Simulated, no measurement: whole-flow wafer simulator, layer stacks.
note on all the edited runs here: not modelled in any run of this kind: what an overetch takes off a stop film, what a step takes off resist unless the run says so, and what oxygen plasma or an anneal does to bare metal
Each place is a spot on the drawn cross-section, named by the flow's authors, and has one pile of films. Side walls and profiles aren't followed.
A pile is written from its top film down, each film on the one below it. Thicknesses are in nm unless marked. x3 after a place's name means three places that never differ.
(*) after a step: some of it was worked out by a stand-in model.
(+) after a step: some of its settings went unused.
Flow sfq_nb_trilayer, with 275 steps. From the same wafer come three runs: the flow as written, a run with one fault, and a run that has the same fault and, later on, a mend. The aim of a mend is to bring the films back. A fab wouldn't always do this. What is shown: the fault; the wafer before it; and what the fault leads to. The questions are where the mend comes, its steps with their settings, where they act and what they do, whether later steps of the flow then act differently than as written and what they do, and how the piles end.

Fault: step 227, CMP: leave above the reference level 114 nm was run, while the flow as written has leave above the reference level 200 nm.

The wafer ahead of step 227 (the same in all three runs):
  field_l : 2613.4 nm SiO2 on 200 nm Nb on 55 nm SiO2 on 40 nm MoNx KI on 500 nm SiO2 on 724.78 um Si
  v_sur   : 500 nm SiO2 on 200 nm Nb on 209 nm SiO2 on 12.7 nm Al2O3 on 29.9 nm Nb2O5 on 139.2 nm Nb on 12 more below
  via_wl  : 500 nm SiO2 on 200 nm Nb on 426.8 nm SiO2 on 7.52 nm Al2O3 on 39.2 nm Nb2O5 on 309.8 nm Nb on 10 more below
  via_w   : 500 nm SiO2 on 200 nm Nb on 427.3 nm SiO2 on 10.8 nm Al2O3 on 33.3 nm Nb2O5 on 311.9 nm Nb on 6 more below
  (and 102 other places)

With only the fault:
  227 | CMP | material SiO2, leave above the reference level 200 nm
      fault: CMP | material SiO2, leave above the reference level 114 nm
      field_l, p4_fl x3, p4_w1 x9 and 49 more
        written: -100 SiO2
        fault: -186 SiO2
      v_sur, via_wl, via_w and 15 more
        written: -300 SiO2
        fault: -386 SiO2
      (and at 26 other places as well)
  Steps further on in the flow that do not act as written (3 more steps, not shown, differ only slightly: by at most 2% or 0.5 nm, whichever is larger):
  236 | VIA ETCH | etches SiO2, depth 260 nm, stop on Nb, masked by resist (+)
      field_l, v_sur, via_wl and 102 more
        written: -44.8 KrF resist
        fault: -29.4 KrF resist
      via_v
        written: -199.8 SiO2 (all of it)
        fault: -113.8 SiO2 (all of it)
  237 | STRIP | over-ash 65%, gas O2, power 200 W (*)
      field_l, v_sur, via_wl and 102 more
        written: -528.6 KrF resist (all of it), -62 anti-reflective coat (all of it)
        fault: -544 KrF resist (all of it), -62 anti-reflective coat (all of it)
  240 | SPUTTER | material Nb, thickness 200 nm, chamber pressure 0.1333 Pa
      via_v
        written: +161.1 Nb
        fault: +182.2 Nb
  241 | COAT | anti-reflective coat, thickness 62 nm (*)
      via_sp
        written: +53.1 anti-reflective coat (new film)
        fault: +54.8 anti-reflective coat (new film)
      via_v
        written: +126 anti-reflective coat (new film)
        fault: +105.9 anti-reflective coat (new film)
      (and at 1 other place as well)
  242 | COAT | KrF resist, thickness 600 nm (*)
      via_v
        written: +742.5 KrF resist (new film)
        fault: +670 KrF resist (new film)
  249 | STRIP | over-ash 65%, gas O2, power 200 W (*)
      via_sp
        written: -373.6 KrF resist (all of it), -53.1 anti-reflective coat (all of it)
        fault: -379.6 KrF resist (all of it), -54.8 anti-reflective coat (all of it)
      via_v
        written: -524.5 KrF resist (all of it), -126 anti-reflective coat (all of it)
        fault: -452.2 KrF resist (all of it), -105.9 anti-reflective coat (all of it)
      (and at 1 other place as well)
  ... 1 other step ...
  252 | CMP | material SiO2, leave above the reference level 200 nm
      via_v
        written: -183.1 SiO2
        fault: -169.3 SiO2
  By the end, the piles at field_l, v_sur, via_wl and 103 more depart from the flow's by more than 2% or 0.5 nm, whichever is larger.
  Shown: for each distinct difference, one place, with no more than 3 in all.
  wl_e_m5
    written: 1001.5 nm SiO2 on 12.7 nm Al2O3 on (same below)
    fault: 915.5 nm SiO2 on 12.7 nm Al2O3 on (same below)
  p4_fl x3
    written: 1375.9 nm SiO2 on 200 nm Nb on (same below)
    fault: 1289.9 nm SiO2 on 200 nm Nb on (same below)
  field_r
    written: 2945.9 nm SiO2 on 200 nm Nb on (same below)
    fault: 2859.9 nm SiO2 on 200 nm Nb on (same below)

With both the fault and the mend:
  After step 228 comes the mend.
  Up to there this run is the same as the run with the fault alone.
  228a | PECVD | material SiO2, thickness 86 nm, 150 C, 19.11 s, RF power 183.3 W, pressure 2.4 Torr, precursor SiH4/N2O (the flow's step 226, run once more with other settings)
      field_l, v_sur, via_wl and 103 more
        +86 SiO2
  Every later step of the flow that is run acts as written at every place that is followed.
  The piles end the same as the flow's at every place that both follow.
